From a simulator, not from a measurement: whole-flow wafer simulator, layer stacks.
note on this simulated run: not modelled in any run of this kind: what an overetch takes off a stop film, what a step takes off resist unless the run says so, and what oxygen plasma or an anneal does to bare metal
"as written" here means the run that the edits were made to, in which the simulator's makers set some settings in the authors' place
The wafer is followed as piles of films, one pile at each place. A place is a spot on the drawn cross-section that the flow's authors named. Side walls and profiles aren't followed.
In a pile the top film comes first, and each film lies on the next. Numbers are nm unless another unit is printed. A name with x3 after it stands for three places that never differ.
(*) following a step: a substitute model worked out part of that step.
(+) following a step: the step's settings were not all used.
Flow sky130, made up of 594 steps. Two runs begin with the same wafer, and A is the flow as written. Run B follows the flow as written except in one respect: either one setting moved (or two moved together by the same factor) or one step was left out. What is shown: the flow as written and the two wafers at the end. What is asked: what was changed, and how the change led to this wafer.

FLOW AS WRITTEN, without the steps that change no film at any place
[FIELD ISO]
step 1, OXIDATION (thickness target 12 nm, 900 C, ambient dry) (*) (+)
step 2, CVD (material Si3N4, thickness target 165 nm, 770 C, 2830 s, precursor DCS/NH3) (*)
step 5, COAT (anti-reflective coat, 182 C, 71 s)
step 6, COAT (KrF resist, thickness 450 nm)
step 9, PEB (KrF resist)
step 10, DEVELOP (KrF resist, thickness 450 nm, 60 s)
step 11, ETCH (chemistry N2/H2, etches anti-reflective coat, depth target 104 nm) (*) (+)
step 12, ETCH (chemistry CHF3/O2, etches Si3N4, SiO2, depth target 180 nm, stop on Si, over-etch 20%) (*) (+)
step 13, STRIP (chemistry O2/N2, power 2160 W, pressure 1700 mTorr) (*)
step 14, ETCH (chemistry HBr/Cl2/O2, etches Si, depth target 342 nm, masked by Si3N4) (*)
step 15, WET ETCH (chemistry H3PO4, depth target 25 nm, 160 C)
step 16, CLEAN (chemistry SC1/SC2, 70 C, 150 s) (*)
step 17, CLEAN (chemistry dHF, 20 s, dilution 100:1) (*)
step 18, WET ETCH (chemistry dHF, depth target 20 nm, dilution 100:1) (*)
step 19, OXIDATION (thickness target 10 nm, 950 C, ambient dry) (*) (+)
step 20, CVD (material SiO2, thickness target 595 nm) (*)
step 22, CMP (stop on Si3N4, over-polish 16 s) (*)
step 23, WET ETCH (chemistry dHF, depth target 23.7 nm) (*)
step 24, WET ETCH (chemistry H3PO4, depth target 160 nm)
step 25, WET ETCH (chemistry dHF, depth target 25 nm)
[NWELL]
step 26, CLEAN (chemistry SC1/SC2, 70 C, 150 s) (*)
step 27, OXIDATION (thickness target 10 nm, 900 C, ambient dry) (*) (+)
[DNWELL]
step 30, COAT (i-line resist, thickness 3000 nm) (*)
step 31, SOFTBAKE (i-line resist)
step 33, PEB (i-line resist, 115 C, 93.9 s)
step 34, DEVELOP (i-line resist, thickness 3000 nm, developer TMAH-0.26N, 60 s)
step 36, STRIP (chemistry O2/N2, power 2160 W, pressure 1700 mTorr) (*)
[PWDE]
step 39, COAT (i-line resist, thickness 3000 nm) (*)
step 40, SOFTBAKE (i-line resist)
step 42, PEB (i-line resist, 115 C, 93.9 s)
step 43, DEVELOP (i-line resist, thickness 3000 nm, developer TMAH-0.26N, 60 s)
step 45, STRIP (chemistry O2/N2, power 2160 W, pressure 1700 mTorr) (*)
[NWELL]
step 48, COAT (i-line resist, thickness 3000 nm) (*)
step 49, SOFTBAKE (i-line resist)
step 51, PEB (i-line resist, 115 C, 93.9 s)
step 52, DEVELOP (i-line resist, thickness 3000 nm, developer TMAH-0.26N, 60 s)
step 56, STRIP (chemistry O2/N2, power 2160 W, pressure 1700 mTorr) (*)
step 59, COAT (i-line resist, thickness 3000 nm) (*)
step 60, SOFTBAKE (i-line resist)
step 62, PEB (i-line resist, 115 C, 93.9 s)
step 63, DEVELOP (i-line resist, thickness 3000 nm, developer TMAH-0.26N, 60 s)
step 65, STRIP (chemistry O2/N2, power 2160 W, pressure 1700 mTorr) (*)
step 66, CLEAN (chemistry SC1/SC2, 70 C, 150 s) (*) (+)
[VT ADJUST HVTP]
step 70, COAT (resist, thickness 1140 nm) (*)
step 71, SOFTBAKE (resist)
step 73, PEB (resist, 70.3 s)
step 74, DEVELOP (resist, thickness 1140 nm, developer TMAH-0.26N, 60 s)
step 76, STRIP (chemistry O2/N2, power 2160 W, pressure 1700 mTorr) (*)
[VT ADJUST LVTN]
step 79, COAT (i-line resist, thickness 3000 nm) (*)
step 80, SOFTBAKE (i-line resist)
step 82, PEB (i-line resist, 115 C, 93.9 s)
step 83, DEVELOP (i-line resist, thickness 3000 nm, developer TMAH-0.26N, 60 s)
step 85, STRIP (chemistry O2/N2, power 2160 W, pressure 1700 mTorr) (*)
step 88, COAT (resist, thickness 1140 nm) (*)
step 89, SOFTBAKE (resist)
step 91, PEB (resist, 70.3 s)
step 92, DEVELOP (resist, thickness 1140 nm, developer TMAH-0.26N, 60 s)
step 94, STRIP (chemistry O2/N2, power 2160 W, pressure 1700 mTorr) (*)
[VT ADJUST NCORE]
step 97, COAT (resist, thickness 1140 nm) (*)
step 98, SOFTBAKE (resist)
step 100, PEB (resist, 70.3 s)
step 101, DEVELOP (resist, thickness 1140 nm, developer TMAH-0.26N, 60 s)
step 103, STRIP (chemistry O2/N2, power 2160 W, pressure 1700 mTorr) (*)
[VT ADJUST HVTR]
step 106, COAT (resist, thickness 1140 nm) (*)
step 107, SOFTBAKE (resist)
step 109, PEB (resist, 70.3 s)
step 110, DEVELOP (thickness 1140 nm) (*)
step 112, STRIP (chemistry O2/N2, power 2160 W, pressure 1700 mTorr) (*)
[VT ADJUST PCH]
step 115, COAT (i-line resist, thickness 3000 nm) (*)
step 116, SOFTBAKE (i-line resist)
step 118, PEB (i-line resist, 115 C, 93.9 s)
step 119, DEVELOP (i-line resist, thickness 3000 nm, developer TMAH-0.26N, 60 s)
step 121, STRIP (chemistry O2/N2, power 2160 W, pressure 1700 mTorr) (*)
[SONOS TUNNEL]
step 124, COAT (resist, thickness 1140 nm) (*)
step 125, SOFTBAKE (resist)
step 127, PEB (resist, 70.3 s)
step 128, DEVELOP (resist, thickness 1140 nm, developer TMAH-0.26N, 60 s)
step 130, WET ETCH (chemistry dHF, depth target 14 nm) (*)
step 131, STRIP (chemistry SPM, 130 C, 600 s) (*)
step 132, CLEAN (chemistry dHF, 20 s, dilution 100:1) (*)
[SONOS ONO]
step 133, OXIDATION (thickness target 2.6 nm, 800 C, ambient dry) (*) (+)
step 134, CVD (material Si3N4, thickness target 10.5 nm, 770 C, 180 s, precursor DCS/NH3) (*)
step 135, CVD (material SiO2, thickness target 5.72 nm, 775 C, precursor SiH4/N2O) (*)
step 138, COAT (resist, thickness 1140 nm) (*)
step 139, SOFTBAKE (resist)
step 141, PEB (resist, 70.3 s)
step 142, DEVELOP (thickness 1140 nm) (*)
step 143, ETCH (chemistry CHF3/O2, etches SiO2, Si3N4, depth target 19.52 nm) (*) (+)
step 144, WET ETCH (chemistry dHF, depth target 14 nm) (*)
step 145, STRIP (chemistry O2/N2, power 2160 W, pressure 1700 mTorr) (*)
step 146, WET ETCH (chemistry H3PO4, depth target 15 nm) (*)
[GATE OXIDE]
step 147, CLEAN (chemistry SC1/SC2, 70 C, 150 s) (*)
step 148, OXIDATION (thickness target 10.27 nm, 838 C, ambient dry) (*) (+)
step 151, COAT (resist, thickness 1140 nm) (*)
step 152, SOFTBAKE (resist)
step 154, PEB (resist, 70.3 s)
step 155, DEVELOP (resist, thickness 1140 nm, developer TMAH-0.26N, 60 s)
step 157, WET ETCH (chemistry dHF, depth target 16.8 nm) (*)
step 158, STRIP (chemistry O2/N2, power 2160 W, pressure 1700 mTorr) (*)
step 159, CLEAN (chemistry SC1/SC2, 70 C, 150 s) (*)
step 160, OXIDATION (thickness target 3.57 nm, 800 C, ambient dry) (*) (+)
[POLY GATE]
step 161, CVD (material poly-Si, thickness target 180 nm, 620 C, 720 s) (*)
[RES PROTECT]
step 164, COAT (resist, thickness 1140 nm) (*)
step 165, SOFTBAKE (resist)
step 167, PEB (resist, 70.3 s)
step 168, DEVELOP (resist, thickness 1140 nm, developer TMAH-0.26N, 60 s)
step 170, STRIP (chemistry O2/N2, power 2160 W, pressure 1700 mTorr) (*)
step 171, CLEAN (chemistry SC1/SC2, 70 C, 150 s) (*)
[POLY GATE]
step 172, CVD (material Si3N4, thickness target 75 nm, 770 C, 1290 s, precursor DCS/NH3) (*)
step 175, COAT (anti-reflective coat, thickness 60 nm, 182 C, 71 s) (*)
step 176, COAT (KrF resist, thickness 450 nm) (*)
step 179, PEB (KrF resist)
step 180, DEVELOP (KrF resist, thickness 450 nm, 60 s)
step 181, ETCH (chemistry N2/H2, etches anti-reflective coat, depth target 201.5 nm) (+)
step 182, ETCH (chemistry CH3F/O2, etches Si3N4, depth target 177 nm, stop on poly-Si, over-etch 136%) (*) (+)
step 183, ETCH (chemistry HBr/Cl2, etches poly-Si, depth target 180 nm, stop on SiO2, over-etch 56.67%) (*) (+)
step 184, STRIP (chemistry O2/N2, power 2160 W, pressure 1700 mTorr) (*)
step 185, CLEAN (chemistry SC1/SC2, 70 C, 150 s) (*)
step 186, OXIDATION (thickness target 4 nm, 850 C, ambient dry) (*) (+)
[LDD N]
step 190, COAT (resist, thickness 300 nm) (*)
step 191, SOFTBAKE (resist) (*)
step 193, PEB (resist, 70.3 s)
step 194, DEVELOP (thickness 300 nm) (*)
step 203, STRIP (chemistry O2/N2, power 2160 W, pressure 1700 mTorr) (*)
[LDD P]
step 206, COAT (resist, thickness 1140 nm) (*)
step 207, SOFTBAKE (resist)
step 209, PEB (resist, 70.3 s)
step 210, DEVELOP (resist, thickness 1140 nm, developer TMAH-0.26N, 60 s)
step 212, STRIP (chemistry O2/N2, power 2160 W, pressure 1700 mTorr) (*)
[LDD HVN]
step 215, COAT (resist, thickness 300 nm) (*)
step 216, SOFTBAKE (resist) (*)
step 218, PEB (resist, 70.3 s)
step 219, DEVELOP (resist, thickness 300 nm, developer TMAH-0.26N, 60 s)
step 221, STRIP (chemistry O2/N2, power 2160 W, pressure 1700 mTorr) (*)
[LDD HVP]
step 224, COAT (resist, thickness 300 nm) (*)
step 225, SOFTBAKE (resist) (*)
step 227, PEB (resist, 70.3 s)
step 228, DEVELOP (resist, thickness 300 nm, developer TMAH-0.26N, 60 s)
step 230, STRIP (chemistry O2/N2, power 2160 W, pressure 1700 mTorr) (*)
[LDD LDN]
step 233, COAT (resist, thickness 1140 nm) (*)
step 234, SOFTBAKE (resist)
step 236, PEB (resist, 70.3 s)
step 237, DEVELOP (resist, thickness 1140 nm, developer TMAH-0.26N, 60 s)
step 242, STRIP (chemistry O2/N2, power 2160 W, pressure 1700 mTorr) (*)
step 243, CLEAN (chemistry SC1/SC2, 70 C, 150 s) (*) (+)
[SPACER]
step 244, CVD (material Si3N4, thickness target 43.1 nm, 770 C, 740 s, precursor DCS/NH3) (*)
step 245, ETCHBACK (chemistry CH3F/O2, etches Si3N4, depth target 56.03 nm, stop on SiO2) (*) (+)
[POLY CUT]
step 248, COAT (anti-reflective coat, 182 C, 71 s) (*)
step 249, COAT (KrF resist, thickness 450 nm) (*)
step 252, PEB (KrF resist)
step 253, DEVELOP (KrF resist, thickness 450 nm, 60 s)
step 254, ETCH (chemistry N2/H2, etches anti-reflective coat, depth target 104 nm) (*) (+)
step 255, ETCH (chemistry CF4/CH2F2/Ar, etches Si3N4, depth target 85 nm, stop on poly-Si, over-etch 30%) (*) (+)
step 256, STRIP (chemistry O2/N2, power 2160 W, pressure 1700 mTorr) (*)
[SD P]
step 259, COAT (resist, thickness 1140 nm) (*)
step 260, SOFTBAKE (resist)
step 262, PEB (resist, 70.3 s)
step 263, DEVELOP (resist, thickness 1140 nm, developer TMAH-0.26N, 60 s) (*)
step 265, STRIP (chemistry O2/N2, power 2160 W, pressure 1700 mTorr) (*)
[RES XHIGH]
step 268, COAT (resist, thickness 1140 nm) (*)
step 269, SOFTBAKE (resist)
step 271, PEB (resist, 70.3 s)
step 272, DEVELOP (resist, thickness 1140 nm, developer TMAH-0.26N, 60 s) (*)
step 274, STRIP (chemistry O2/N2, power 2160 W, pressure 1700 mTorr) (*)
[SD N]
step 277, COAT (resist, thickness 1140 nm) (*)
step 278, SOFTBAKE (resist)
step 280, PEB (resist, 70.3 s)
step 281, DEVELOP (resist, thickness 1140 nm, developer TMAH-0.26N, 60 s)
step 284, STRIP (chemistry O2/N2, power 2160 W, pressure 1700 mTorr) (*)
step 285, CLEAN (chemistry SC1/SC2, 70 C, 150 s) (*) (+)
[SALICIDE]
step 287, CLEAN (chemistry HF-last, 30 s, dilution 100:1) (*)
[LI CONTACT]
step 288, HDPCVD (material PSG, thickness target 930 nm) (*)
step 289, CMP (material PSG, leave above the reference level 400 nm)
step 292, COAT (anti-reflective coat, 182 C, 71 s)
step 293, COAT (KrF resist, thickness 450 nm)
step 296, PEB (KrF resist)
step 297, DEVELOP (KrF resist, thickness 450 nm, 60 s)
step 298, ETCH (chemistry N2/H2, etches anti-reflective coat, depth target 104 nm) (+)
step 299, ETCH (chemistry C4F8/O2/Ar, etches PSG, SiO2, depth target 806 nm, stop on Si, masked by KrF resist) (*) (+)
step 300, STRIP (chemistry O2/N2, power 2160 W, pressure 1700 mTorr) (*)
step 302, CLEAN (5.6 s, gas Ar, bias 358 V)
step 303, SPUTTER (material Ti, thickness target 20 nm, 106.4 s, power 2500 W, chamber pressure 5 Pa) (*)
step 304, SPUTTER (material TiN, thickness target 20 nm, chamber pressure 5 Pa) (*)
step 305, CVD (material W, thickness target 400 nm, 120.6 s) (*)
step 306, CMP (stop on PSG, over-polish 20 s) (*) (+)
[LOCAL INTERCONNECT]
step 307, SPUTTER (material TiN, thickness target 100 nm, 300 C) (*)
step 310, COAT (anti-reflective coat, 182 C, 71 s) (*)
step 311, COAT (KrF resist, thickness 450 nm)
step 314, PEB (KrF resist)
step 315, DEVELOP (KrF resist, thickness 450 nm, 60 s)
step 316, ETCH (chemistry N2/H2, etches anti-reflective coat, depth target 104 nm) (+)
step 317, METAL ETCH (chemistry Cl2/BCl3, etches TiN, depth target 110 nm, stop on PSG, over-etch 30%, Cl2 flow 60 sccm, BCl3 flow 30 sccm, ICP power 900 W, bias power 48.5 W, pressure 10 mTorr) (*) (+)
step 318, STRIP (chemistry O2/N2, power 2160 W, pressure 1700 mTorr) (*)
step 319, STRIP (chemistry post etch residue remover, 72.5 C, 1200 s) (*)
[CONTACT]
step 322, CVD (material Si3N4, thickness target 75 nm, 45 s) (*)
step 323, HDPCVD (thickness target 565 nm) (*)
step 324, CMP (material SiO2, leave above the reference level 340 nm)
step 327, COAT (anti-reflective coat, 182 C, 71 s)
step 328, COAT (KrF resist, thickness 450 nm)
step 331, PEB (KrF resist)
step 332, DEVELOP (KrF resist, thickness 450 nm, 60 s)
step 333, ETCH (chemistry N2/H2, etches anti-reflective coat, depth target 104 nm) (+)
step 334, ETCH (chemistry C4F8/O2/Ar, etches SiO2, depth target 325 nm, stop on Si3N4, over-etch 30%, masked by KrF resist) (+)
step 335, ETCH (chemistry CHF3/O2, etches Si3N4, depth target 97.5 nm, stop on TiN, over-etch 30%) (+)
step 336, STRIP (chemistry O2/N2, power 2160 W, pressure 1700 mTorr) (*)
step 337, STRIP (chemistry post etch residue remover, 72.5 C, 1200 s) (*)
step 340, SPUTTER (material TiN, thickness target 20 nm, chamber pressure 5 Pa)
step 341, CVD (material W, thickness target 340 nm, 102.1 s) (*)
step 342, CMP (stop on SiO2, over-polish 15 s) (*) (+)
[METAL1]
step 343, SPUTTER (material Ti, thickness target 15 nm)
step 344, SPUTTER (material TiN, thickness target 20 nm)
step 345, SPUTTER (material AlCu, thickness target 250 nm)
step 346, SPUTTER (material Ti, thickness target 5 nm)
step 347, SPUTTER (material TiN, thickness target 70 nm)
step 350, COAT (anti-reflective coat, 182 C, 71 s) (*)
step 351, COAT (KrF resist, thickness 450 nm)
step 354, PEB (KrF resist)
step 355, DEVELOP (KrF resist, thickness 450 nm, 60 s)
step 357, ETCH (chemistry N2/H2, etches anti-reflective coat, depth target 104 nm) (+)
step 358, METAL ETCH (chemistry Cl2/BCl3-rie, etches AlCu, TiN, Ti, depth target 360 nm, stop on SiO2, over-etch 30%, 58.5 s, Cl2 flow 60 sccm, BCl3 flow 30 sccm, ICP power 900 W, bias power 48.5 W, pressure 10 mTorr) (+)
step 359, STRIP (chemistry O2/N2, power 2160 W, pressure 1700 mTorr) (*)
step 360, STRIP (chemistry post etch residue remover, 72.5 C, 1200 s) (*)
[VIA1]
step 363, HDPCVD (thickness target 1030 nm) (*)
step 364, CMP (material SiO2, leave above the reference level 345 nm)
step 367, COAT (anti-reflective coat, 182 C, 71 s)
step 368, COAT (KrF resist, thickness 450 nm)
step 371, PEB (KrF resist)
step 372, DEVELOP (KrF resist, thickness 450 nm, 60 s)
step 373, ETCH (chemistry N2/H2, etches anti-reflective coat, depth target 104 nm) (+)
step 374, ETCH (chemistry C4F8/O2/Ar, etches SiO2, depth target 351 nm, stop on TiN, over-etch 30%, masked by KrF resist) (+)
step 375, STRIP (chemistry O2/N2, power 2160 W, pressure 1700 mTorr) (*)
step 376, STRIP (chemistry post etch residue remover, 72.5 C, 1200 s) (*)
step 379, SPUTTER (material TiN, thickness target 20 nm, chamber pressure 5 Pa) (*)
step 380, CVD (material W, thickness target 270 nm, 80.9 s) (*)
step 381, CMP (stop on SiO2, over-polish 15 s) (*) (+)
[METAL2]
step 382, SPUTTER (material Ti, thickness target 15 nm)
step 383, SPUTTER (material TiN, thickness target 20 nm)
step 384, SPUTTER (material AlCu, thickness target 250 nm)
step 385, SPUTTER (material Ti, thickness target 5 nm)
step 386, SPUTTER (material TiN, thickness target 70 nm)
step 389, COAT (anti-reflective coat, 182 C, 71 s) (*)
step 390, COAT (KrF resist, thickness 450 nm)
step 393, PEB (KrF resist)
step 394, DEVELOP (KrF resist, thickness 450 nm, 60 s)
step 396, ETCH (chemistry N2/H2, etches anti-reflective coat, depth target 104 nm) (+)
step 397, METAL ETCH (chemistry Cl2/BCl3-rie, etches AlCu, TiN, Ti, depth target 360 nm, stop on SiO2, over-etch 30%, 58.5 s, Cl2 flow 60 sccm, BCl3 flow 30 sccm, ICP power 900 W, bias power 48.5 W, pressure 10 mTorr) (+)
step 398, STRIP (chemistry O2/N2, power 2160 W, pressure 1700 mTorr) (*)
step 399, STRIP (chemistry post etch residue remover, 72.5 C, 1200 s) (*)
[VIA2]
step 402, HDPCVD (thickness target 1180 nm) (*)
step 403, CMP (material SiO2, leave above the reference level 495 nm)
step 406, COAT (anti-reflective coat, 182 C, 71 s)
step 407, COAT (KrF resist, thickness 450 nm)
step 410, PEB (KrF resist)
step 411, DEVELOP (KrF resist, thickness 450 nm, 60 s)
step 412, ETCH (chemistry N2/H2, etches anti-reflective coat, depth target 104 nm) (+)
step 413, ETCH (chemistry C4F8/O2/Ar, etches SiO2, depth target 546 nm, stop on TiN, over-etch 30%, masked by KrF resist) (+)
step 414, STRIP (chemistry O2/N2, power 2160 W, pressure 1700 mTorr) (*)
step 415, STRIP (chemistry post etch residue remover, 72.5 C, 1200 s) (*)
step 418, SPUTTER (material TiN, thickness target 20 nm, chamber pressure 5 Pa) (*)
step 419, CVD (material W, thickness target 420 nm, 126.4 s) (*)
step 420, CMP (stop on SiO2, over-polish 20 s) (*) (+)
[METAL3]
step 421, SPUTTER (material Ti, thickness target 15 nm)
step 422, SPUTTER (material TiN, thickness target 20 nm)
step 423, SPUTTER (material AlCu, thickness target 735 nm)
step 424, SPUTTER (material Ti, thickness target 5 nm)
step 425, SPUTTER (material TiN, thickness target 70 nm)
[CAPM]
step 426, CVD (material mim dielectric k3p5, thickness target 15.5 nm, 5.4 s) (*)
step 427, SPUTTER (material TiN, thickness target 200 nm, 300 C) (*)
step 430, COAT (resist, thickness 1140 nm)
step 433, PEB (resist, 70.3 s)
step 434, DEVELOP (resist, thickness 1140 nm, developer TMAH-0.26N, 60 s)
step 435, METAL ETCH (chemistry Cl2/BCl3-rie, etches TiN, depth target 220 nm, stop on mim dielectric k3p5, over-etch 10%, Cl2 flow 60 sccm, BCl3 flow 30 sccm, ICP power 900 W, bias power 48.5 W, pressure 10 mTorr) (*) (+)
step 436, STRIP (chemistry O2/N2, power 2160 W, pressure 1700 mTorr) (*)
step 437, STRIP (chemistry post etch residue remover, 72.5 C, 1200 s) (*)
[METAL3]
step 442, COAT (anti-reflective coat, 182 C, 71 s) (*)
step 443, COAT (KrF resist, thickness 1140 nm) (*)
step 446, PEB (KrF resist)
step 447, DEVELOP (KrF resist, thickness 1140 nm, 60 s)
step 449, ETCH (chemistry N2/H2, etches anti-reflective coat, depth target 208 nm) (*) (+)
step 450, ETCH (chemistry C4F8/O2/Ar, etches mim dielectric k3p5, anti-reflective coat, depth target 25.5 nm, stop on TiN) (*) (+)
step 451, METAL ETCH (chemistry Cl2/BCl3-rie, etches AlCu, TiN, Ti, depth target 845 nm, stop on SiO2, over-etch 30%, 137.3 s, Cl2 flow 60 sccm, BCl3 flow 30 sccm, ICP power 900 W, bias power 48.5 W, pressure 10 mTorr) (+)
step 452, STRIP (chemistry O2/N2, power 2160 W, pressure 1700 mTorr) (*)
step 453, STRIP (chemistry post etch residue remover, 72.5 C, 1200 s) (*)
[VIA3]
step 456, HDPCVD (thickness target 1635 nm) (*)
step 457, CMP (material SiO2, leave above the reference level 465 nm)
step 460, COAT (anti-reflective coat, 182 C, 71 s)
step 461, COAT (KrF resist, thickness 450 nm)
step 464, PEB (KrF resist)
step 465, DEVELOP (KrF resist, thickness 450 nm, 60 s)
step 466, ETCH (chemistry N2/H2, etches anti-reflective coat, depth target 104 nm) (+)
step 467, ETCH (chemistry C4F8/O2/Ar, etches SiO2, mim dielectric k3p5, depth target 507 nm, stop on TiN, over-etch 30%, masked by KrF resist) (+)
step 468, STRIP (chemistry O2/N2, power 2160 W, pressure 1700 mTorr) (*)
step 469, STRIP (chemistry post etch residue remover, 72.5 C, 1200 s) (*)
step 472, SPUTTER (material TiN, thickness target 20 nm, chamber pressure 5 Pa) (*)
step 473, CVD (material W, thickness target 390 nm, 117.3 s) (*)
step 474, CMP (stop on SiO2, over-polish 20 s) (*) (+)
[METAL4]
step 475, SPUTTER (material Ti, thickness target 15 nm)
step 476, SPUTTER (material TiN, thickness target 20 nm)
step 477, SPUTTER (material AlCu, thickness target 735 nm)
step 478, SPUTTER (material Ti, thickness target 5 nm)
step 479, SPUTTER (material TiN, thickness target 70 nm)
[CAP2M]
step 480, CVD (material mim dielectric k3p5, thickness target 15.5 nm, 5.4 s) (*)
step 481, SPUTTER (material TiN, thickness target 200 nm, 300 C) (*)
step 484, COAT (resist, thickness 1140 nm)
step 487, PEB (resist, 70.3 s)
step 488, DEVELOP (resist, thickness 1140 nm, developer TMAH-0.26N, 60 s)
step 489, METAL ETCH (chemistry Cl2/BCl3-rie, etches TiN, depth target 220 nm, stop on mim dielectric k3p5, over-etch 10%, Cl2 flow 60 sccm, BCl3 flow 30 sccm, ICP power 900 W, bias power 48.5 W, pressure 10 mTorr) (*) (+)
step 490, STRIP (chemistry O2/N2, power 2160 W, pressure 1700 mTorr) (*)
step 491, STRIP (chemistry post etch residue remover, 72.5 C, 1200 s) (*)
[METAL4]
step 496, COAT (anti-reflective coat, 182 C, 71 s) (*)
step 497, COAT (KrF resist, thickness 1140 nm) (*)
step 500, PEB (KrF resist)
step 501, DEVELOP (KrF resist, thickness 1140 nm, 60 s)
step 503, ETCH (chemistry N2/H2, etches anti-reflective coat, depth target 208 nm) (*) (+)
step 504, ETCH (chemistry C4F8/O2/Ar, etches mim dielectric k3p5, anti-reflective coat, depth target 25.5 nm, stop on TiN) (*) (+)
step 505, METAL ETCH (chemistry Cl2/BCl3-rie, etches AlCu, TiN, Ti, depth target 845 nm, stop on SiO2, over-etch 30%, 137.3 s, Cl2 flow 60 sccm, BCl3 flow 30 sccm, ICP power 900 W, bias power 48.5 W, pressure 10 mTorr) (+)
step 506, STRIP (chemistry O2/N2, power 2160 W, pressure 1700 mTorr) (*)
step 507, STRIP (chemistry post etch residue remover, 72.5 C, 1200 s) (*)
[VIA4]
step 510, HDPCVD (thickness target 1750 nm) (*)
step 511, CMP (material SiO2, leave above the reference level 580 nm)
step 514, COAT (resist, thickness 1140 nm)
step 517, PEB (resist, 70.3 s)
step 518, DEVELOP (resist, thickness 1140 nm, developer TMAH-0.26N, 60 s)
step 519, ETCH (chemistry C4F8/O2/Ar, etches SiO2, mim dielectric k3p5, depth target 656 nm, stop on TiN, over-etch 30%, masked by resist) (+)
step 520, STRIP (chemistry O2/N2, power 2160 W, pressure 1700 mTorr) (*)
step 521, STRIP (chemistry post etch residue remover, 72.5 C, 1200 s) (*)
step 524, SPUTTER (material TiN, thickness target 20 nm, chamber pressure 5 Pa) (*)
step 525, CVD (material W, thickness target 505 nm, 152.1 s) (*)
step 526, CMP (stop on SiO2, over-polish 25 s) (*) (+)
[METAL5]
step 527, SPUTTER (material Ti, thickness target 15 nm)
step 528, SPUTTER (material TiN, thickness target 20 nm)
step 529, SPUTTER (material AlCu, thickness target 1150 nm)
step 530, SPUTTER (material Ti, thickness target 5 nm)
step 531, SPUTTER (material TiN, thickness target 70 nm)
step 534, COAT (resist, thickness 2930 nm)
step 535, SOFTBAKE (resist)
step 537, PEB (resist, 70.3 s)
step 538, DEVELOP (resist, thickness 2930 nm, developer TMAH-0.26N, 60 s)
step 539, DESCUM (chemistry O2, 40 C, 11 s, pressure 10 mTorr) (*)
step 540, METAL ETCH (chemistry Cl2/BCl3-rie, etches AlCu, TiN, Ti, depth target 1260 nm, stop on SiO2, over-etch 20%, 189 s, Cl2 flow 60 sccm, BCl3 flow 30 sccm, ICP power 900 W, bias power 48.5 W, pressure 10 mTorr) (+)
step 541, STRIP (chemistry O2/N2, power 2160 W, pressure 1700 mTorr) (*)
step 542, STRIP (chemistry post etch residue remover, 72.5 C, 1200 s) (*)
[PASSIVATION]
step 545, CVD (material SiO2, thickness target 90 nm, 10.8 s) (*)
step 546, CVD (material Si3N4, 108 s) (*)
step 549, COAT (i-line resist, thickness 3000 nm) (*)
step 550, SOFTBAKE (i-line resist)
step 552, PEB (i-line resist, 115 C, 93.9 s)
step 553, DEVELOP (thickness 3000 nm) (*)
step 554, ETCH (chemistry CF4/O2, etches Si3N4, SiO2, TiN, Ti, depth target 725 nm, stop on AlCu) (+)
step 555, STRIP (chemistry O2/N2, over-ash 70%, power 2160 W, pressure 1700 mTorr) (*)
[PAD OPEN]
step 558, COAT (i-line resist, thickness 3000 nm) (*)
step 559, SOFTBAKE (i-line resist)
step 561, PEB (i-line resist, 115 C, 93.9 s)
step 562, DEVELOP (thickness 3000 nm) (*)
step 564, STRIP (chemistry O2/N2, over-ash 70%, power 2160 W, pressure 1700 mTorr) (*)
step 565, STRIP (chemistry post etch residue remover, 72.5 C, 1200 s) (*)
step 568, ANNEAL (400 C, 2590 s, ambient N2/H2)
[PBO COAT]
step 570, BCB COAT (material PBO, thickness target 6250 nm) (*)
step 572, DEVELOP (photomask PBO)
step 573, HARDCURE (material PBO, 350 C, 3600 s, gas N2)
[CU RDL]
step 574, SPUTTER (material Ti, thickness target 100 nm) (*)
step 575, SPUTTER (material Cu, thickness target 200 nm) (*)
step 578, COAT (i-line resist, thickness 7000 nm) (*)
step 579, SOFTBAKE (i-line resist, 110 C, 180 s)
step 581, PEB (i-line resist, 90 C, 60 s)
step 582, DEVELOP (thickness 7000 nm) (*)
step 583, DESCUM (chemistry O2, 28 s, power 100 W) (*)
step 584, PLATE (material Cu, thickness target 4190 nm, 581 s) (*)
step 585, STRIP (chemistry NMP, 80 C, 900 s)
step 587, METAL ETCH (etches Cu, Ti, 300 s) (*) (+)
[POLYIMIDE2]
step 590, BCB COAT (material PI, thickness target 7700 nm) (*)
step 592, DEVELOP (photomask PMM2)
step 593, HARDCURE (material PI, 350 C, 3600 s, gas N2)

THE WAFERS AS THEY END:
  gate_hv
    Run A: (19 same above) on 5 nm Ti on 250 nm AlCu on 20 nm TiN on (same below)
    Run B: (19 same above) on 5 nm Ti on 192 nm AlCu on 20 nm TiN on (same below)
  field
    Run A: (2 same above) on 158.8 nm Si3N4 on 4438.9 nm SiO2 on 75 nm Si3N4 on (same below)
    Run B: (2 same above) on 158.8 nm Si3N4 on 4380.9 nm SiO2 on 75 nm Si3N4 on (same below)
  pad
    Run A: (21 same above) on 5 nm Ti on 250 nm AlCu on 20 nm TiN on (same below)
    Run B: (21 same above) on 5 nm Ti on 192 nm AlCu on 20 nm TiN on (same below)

What caused this: step 384, SPUTTER: thickness target 192 nm was run, while the flow as written has thickness target 250 nm.
The wafer lets one read it off: gate_hv has AlCu 192, and step 384 as written asks for 250 nm.

Step by step, how the change led to this:
  step 384, SPUTTER (material AlCu, thickness target 250 nm)
      field, active, n_well and 188 more: A AlCu gains 250 (new film) | B AlCu gains 192 (new film)
  step 397, METAL ETCH (chemistry Cl2/BCl3-rie, etches AlCu, TiN, Ti, depth target 360 nm, stop on SiO2, over-etch 30%, 58.5 s, Cl2 flow 60 sccm, BCl3 flow 30 sccm, ICP power 900 W, bias power 48.5 W, pressure 10 mTorr) (+)
      field, active, gate and 82 more: A TiN loses 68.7 (all of it), Ti loses 5 (all of it), AlCu loses 250 (all of it), TiN loses 20 (all of it), Ti loses 15 (all of it), SiO2 loses 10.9 | B TiN loses 68.7 (all of it), Ti loses 5 (all of it), AlCu loses 192 (all of it), TiN loses 20 (all of it), Ti loses 15 (all of it), SiO2 loses 16.7
  step 403, CMP (material SiO2, leave above the reference level 495 nm)
      field, active, gate and 82 more: A SiO2 loses 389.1 | B SiO2 loses 441.3
